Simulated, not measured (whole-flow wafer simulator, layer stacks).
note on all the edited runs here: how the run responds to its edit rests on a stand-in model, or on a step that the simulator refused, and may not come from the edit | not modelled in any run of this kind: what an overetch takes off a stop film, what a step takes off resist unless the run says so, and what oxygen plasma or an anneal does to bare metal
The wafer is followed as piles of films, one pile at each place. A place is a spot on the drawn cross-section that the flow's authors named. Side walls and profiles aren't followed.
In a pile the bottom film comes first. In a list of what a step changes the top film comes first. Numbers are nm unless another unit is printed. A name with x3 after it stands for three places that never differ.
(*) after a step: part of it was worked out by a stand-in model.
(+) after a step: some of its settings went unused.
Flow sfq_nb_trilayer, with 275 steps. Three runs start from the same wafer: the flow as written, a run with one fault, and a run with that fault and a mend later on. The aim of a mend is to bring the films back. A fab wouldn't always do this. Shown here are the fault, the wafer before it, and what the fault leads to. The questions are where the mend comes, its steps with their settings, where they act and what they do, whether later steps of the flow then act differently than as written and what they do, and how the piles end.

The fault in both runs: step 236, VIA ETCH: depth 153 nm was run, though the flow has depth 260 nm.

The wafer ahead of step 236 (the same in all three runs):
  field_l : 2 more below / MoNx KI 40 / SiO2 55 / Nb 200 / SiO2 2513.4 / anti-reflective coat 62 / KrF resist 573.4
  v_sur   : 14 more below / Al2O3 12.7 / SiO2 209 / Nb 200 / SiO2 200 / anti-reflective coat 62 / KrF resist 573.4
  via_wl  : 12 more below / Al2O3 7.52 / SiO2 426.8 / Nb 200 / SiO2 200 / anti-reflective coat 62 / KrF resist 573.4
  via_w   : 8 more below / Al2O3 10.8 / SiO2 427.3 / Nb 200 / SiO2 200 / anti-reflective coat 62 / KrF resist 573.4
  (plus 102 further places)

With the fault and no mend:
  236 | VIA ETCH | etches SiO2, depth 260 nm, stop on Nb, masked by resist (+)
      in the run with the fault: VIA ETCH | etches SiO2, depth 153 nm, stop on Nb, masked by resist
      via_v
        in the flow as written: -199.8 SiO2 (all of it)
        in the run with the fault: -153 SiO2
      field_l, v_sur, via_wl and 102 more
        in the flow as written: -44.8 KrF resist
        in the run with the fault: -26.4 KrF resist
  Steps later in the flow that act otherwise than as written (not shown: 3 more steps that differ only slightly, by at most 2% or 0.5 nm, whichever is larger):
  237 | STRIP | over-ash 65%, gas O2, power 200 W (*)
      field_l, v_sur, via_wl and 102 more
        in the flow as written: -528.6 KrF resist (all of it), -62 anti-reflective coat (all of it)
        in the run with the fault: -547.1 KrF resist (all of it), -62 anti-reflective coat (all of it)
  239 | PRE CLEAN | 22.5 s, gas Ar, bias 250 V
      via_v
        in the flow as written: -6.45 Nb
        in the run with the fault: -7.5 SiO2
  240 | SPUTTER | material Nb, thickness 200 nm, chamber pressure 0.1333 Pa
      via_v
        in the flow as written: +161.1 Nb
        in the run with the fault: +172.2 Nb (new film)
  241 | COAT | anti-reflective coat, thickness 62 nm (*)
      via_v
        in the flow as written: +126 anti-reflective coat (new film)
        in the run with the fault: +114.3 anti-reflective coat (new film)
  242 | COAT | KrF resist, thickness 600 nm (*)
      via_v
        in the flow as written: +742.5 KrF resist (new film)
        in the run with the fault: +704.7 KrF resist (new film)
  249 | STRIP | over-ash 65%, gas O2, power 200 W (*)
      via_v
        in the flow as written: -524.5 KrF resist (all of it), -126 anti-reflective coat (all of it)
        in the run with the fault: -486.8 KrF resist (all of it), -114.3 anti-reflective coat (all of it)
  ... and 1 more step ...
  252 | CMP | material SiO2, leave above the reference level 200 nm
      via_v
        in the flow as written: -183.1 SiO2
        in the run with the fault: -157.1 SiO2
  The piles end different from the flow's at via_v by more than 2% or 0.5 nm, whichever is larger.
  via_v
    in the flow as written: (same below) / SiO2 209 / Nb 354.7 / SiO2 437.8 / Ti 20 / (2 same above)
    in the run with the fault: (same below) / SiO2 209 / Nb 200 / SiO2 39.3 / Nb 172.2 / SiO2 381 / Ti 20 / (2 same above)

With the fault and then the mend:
  The mend stands after step 237.
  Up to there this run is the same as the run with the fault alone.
  237a | COAT | anti-reflective coat, thickness 62 nm (*) (a further turn of the flow's step 229)
      p4_fl x3, p4_w1 x9, p4_g1 x2 and 63 more
        +62 anti-reflective coat (new film)
      res, r_end, moat and 8 more
        +61.8 anti-reflective coat (new film)
      field_l, jj_sur, ce_l, c5j
        +61.6 anti-reflective coat (new film)
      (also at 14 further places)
  237b | COAT | KrF resist, thickness 650 nm (*) (a further turn of the flow's step 230)
      p4_fl x3, p4_w1 x9, p4_g1 x2 and 63 more
        +650 KrF resist (new film)
      moat, field_r, lsp_l, ln_m5, l0v
        +649.6 KrF resist (new film)
      lsp_m, ln_m6, lsp_r, l0_sur
        +649.7 KrF resist (new film)
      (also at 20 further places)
  237c | SOFTBAKE | KrF resist (a further turn of the flow's step 231)
      leaves every film unchanged at each place that is followed
  237d | EXPOSE | photomask I6, dose 11.91 mJ/cm2, NA 0.6, wavelength 248 nm (*) (a further turn of the flow's step 232)
      leaves every film unchanged at each place that is followed
  237e | PEB | KrF resist, 90 s (a further turn of the flow's step 233)
      c5j, ce_r, sp_r and 90 more
        -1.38 KrF resist
      field_l, v_sur, via_wl and 8 more
        -1.37 KrF resist
      via_wr
        -1.36 KrF resist
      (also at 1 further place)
  237f | DEVELOP | KrF resist, thickness 650 nm, 60 s (a further turn of the flow's step 234)
      field_l, v_sur, via_wl and 102 more
        -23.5 KrF resist
      via_v
        -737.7 KrF resist (all of it)
  237g | VIA ETCH | etches anti-reflective coat, depth 125 nm, masked by resist (+) (a further turn of the flow's step 235)
      field_l, v_sur, via_wl and 102 more
        -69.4 KrF resist
      via_v
        -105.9 anti-reflective coat (all of it), -0.1 SiO2
  237h | VIA ETCH | etches SiO2, depth 107 nm, stop on Nb, masked by resist (+) (a further turn of the flow's step 236, with different settings)
      field_l, v_sur, via_wl and 102 more
        -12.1 KrF resist
      via_v
        -46.7 SiO2 (all of it)
  237i | STRIP | over-ash 65%, gas O2, power 200 W (*) (a further turn of the flow's step 237)
      p4_fl x3, p4_w1 x9, p4_g1 x2 and 63 more
        -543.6 KrF resist (all of it), -62 anti-reflective coat (all of it)
      field_r, lsp_l, ln_m5, lsp_m, ln_m6, lsp_r, l0_sur, l0v
        -543.2 KrF resist (all of it), -61.8 anti-reflective coat (all of it)
      res, r_end, moat
        -543.1 KrF resist (all of it), -61.8 anti-reflective coat (all of it)
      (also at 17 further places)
  None of the later steps of the flow differs from how it acts as written, at any place that is followed, by more than 2% or 0.5 nm, whichever is larger.
  At every place that both follow, the piles at the end match the flow's.
